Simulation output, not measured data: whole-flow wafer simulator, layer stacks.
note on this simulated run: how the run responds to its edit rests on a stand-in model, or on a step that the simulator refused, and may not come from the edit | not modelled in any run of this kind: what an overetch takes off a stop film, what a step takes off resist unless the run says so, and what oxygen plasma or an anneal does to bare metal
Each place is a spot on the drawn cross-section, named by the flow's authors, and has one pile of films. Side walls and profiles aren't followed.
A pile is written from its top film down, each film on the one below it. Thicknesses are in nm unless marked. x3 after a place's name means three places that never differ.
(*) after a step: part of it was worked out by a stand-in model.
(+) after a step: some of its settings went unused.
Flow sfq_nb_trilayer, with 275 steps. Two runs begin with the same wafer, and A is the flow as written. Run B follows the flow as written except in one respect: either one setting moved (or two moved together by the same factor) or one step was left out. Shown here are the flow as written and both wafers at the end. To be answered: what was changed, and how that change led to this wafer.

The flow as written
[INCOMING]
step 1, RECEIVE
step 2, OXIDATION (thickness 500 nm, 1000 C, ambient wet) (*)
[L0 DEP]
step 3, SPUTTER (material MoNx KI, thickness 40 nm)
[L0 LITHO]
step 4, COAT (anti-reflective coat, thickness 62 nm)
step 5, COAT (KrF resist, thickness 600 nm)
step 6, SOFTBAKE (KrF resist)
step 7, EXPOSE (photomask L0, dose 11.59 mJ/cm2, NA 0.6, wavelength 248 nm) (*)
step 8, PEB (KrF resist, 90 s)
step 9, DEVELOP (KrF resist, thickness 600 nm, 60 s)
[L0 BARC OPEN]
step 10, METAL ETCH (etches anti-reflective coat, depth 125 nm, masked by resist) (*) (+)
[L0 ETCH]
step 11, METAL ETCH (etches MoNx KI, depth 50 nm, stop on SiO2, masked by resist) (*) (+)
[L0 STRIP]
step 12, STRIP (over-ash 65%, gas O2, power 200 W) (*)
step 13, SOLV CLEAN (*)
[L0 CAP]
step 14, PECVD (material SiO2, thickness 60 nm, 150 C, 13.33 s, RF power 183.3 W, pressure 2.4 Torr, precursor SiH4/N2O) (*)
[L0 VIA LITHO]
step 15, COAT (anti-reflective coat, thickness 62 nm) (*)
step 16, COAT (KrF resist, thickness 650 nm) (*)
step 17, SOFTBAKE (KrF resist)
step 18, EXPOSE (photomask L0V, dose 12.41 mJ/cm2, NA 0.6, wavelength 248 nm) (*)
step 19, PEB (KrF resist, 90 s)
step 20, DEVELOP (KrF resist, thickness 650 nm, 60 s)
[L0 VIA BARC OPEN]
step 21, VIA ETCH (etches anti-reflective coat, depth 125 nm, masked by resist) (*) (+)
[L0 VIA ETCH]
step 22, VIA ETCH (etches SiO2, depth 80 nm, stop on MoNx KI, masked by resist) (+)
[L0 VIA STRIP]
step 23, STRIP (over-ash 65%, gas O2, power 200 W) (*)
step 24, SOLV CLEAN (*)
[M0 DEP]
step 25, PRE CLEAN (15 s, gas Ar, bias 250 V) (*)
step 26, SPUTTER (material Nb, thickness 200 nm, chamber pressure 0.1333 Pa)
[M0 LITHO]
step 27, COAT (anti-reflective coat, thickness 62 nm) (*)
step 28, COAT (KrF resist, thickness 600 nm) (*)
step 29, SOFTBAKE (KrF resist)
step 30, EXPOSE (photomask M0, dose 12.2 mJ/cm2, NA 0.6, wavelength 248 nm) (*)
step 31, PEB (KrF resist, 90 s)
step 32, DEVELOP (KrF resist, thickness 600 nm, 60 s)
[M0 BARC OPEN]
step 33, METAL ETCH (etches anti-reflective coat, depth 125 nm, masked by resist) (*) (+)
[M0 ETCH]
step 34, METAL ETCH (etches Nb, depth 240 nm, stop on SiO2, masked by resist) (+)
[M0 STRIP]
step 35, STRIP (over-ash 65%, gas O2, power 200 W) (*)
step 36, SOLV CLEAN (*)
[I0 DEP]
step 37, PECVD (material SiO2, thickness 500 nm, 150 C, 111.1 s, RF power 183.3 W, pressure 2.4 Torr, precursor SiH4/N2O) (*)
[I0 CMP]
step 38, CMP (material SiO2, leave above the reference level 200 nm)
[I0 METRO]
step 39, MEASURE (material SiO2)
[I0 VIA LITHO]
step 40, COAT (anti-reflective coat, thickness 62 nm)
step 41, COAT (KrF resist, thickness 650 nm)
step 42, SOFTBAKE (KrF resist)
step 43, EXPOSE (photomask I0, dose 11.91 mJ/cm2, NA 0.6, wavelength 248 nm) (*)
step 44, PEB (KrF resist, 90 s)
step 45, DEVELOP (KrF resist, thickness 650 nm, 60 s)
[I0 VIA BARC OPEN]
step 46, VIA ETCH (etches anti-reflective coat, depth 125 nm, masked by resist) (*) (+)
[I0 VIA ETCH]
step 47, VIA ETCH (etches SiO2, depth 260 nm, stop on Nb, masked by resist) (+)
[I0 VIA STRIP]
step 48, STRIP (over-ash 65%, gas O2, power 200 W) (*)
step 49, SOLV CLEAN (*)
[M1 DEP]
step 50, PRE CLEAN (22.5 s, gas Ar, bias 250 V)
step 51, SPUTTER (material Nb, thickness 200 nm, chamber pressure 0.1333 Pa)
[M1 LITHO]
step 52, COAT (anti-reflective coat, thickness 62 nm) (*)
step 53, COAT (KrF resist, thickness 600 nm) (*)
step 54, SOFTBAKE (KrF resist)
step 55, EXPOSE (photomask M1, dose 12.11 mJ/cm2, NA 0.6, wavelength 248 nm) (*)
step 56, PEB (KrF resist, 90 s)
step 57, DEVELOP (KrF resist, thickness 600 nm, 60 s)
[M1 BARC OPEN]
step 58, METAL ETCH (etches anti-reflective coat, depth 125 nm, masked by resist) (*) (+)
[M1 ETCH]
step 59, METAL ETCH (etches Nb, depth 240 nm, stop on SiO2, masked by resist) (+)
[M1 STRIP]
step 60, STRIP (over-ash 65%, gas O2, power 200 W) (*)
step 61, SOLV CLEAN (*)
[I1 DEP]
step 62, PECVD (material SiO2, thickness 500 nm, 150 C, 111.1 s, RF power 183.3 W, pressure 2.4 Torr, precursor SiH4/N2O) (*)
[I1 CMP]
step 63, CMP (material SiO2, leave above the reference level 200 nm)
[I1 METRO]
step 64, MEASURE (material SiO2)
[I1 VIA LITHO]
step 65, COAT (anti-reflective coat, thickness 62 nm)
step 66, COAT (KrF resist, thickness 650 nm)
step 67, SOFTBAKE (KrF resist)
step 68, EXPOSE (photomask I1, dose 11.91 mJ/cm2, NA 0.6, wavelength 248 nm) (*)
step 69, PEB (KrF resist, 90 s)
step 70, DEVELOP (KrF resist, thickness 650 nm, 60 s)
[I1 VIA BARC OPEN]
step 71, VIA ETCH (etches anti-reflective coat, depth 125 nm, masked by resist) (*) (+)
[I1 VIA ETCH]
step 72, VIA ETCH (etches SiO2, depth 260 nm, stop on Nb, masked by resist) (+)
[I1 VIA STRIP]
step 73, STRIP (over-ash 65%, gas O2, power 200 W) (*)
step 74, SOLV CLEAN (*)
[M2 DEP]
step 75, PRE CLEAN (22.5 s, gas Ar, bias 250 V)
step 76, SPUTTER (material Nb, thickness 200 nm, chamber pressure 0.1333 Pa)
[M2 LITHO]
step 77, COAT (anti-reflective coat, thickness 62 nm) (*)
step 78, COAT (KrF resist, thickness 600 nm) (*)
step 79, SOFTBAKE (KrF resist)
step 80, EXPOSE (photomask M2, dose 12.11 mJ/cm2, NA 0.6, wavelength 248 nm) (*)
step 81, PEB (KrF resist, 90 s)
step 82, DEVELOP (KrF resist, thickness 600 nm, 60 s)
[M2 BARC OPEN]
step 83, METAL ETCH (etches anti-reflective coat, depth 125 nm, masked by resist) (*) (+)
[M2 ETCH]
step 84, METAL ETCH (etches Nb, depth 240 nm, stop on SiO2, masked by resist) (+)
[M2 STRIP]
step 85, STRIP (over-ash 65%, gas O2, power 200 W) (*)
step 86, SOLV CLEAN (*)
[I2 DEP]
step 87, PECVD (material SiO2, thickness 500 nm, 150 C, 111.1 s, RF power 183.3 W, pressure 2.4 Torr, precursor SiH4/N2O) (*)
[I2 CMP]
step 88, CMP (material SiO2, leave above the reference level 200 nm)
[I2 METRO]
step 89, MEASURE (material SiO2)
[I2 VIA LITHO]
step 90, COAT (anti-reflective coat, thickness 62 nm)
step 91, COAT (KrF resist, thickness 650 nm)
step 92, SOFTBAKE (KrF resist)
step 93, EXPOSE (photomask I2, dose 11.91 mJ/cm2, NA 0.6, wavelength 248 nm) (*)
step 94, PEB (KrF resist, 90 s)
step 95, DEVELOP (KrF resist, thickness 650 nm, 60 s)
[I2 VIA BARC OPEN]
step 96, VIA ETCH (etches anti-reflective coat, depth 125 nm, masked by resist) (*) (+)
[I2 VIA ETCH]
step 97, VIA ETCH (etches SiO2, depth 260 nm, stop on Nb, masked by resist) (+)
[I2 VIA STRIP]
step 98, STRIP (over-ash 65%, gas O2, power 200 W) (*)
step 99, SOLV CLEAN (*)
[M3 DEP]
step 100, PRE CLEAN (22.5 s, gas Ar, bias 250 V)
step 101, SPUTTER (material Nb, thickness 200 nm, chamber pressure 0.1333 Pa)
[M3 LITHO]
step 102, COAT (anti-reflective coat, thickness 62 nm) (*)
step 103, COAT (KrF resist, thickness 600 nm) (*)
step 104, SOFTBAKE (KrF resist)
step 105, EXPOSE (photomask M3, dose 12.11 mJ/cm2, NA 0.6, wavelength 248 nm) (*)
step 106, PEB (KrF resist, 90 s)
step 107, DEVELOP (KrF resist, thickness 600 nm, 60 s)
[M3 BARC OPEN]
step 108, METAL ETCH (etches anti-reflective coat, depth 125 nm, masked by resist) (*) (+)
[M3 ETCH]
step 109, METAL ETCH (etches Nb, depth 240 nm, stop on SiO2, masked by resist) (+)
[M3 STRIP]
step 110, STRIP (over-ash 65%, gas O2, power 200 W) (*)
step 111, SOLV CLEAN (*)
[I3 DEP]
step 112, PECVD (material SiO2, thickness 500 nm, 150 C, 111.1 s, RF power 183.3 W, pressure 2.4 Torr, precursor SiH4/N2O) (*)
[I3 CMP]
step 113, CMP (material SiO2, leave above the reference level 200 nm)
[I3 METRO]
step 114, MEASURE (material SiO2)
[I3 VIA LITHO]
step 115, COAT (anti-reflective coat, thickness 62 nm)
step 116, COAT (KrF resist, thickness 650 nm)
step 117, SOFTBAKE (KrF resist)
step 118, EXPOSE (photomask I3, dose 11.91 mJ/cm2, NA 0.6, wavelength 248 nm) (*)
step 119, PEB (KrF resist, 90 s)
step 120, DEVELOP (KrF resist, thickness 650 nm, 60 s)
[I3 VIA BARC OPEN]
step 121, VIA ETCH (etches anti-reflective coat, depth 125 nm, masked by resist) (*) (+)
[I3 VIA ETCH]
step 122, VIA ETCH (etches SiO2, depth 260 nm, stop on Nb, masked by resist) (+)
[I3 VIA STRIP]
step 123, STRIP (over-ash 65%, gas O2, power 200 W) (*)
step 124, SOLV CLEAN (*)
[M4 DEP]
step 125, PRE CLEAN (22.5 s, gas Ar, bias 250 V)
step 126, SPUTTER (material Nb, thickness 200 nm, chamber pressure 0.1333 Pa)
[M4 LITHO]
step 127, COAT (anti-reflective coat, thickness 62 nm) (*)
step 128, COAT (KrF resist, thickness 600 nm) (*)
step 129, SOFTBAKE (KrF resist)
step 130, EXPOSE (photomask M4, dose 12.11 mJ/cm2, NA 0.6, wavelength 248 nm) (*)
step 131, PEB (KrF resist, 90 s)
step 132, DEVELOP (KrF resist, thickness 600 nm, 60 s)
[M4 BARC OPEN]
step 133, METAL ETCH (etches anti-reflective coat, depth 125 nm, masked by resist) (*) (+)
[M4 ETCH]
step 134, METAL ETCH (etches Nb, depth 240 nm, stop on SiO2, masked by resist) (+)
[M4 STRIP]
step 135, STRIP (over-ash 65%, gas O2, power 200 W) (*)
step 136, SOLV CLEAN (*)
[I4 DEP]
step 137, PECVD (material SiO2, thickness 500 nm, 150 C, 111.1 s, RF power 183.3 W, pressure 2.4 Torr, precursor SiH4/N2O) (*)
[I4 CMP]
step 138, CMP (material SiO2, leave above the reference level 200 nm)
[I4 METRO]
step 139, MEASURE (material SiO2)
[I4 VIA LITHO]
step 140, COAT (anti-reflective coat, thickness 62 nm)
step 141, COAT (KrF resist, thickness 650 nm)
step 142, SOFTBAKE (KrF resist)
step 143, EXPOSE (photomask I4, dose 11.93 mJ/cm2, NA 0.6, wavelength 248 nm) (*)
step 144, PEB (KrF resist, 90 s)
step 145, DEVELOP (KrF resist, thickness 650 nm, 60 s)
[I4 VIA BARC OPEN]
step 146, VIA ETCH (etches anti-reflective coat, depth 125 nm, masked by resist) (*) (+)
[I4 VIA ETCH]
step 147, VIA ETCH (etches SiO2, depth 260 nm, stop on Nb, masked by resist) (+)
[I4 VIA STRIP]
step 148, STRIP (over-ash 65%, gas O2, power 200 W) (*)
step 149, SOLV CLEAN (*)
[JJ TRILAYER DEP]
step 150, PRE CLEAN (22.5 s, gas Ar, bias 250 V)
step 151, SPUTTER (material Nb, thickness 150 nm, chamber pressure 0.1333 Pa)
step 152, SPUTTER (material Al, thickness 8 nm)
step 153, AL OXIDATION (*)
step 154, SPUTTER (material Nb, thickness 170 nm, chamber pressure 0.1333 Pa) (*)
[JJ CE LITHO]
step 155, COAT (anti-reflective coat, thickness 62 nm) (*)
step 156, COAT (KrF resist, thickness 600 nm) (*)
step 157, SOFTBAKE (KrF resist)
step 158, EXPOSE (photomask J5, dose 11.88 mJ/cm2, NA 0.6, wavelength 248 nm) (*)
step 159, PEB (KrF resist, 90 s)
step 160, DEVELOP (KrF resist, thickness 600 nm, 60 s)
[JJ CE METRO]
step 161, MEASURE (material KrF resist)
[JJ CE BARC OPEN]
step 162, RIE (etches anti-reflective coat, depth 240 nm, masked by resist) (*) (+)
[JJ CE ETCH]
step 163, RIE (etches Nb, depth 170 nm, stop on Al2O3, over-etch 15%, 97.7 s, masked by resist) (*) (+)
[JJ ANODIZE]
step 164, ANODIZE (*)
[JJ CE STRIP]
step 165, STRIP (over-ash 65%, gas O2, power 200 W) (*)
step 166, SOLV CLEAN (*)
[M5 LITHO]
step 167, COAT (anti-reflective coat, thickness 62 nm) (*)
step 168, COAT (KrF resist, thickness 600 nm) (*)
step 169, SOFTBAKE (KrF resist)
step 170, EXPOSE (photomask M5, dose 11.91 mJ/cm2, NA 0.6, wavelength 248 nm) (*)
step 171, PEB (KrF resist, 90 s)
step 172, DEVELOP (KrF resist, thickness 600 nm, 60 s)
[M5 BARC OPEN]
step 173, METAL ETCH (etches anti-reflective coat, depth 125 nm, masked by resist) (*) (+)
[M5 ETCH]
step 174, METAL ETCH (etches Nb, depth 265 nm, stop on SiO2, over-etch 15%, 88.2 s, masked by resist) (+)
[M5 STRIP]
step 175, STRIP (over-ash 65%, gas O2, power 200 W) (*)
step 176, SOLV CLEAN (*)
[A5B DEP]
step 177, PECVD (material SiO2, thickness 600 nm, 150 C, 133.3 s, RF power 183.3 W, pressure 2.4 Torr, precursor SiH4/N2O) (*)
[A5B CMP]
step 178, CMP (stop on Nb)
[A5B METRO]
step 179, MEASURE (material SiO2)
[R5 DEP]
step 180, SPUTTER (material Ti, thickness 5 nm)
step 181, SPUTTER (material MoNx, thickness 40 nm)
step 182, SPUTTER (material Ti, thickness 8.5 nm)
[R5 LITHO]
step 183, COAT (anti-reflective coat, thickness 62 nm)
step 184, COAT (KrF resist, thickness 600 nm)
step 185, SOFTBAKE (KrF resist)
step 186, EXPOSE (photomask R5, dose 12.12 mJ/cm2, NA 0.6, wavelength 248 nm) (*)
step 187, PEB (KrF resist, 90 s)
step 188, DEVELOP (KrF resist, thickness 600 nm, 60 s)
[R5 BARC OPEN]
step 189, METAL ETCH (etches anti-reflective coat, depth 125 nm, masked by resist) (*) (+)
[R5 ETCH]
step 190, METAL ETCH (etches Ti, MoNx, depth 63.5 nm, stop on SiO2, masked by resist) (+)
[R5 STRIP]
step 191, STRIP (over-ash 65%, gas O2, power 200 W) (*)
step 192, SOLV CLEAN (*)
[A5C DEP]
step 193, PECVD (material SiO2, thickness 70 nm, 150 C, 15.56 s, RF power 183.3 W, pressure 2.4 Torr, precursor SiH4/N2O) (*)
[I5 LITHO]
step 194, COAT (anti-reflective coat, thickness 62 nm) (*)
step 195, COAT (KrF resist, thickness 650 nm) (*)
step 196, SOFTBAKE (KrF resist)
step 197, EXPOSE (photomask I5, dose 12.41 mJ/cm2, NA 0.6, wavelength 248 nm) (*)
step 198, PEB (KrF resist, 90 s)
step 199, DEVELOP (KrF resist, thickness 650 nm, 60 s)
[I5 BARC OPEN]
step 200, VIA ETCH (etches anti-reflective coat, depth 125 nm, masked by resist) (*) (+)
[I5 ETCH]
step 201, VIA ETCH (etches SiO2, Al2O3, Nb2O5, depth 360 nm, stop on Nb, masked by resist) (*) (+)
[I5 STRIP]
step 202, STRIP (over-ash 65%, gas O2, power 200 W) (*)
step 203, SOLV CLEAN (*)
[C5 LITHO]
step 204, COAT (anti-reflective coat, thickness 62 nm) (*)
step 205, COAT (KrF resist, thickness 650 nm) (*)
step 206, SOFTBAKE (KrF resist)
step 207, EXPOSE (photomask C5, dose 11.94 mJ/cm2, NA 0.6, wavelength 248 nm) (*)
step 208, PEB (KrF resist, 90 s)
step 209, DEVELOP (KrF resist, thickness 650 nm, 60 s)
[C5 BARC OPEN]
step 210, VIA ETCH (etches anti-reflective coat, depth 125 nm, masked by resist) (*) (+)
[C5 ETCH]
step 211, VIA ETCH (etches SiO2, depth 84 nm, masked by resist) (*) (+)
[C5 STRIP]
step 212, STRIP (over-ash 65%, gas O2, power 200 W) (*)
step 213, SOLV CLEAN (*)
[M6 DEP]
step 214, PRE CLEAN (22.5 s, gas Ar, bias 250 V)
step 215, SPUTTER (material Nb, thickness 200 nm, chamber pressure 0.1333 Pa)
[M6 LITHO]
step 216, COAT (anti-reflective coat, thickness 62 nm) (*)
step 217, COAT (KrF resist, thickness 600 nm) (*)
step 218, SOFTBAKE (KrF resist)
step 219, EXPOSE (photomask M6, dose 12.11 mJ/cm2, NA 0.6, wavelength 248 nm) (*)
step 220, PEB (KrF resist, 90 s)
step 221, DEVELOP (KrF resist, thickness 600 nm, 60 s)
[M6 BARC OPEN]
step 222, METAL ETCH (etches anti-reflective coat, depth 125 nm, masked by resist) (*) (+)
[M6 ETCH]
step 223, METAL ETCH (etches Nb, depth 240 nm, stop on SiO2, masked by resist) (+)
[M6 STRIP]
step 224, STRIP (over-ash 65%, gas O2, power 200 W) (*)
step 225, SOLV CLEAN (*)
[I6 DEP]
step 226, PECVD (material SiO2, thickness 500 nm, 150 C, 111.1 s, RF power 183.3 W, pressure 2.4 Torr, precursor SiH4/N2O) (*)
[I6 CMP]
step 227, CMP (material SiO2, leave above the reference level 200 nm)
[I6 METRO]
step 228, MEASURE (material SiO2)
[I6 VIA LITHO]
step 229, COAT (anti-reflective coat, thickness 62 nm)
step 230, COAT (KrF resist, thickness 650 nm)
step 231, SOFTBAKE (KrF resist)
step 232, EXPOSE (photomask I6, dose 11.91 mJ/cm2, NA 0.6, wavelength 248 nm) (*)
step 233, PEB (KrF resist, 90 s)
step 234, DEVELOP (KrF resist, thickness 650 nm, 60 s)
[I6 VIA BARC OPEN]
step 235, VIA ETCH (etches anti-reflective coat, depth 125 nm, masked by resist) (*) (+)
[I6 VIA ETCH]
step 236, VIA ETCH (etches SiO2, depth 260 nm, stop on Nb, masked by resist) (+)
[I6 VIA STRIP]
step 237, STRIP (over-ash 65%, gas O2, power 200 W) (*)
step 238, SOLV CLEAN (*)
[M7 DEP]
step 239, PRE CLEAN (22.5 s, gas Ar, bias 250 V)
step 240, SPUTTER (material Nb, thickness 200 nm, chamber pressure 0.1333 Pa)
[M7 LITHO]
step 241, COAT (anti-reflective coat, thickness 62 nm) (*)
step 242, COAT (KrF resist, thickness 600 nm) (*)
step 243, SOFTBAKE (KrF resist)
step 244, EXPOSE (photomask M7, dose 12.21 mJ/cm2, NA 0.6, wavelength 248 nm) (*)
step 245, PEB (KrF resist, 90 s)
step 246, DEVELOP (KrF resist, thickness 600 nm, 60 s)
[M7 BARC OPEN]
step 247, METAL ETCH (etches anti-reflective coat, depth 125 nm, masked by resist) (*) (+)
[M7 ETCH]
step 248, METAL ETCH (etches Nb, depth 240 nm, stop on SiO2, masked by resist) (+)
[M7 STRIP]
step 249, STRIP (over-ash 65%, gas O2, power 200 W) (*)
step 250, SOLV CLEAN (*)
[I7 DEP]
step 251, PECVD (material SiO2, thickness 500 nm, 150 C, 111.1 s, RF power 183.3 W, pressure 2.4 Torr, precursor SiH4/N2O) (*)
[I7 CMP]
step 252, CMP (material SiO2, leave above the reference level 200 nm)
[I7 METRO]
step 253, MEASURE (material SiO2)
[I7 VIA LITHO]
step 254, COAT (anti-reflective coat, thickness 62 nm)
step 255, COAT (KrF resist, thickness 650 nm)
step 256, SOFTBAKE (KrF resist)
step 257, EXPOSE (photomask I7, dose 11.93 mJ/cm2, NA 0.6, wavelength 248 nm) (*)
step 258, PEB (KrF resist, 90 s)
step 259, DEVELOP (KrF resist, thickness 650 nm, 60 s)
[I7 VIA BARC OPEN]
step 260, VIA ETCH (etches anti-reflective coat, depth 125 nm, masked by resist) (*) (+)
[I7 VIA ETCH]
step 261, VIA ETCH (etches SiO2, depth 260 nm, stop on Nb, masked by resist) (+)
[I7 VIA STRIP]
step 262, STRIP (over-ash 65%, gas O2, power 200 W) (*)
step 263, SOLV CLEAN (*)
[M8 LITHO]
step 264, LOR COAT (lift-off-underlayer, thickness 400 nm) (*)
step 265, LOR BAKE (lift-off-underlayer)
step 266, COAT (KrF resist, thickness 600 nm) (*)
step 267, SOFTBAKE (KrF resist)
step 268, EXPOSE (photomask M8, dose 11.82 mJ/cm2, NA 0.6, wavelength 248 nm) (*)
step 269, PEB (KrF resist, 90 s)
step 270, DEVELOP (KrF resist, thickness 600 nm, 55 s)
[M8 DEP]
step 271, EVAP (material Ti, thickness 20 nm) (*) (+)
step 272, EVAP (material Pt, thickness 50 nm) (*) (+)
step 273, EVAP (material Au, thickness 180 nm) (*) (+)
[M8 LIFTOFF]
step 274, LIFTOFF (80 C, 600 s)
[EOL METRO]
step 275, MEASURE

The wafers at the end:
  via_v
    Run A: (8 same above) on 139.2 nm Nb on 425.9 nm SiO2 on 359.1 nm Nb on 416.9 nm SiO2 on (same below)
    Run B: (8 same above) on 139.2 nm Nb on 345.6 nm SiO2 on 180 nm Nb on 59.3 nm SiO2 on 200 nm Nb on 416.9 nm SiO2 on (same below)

What caused this: step 122, VIA ETCH: depth 133 nm was run, while the flow as written has depth 260 nm.

Step by step, how the change led to this:
  step 122, VIA ETCH (etches SiO2, depth 260 nm, stop on Nb, masked by resist) (+)
      via_v: A SiO2 loses 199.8 (all of it) | B SiO2 loses 133
      field_l, v_sur, via_wl and 102 more: A KrF resist loses 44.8 | B KrF resist loses 22.9
  step 123, STRIP (over-ash 65%, gas O2, power 200 W) (*)
      field_l, v_sur, via_wl and 102 more: A KrF resist loses 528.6 (all of it), anti-reflective coat loses 62 (all of it) | B KrF resist loses 550.5 (all of it), anti-reflective coat loses 62 (all of it)
  step 125, PRE CLEAN (22.5 s, gas Ar, bias 250 V)
      via_v: A Nb loses 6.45 | B SiO2 loses 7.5
  step 126, SPUTTER (material Nb, thickness 200 nm, chamber pressure 0.1333 Pa)
      via_v: A Nb gains 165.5 | B Nb gains 180 (new film)
  step 127, COAT (anti-reflective coat, thickness 62 nm) (*)
      via_sp: A anti-reflective coat gains 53 (new film) | B anti-reflective coat gains 54.3 (new film)
      via_v: A anti-reflective coat gains 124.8 (new film) | B anti-reflective coat gains 109.5 (new film)
      (also at 1 further place)
  step 128, COAT (KrF resist, thickness 600 nm) (*)
      via_v: A KrF resist gains 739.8 (new film) | B KrF resist gains 685.5 (new film)
  step 135, STRIP (over-ash 65%, gas O2, power 200 W) (*)
      via_sp: A KrF resist loses 373.9 (all of it), anti-reflective coat loses 53 (all of it) | B KrF resist loses 378.4 (all of it), anti-reflective coat loses 54.3 (all of it)
      via_v: A KrF resist loses 521.8 (all of it), anti-reflective coat loses 124.8 (all of it) | B KrF resist loses 467.7 (all of it), anti-reflective coat loses 109.5 (all of it)
      (also at 1 further place)
  step 137, PECVD (material SiO2, thickness 500 nm, 150 C, 111.1 s, RF power 183.3 W, pressure 2.4 Torr, precursor SiH4/N2O) (*)
      via_v: A SiO2 gains 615 (new film) | B SiO2 gains 510.2 (new film)
  step 138, CMP (material SiO2, leave above the reference level 200 nm)
      via_v: A SiO2 loses 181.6 | B SiO2 loses 157.1
With metal films that touch counted as one body, via_v has 7 bodies (between them, from the top down: SiO2 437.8; SiO2 209 / Al2O3 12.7 / Nb2O5 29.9; SiO2 345.6; SiO2 59.3; SiO2 416.9; SiO2 192.5); the flow as written gives 6 bodies (between them, from the top down: SiO2 437.8; SiO2 209 / Al2O3 12.7 / Nb2O5 29.9; SiO2 425.9; SiO2 416.9; SiO2 192.5).
